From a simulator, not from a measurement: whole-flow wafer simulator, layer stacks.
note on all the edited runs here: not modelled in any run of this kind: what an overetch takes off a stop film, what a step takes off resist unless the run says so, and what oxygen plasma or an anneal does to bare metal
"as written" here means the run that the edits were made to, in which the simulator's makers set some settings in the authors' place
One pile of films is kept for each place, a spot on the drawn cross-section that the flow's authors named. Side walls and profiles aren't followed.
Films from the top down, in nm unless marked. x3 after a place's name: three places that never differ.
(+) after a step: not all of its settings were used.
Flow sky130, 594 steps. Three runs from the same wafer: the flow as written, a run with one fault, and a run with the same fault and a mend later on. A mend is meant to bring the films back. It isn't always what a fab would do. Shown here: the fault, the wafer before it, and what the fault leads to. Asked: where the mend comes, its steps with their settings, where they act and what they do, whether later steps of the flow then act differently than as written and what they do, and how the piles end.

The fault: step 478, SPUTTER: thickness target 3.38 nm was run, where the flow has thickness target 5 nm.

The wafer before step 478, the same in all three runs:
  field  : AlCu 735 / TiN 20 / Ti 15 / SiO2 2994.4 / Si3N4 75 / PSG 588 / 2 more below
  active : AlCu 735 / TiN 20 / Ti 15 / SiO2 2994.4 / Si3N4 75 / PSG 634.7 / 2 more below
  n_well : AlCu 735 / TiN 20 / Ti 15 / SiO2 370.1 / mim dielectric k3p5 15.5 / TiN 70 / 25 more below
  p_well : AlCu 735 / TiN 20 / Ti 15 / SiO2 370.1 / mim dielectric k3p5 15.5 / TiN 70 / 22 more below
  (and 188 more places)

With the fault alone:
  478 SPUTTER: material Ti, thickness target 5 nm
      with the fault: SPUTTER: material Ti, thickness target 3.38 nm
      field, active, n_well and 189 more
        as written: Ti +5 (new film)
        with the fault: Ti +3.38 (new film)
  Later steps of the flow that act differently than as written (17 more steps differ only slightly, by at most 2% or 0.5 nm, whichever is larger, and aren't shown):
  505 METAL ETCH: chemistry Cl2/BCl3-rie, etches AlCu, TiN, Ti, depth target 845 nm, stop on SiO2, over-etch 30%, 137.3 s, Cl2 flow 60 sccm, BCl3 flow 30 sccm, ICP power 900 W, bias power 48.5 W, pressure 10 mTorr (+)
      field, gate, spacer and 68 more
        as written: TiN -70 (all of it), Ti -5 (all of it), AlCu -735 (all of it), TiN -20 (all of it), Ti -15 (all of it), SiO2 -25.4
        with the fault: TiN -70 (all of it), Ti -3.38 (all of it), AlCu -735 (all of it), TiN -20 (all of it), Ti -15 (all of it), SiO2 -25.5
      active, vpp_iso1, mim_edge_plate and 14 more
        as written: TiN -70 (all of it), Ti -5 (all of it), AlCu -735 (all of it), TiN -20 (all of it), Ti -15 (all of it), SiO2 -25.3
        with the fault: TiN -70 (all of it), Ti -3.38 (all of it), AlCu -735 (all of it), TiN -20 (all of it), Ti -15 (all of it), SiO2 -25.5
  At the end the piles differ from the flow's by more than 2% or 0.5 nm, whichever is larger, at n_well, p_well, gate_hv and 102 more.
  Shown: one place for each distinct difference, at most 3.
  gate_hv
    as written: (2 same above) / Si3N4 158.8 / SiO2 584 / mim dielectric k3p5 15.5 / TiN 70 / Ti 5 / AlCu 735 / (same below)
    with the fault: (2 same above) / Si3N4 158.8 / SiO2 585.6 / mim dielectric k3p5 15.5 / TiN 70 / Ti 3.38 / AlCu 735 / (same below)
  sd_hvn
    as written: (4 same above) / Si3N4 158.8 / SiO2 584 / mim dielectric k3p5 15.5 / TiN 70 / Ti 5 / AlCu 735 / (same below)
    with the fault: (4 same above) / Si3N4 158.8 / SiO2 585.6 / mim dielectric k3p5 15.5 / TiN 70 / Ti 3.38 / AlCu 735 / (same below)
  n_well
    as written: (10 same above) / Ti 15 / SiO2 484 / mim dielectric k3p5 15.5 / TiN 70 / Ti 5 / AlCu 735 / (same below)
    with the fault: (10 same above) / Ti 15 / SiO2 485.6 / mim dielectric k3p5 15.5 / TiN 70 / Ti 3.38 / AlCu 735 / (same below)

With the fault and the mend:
  The mend comes after step 478.
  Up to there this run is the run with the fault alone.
  478a SPUTTER: material Ti, thickness target 1.62 nm (the flow's step 478 once more, with other settings)
      field, active, n_well and 189 more
        Ti +1.62
  No later step of the flow acts differently than as written at any place that is followed.
  At the end the piles are the same as the flow's at every place that both follow.
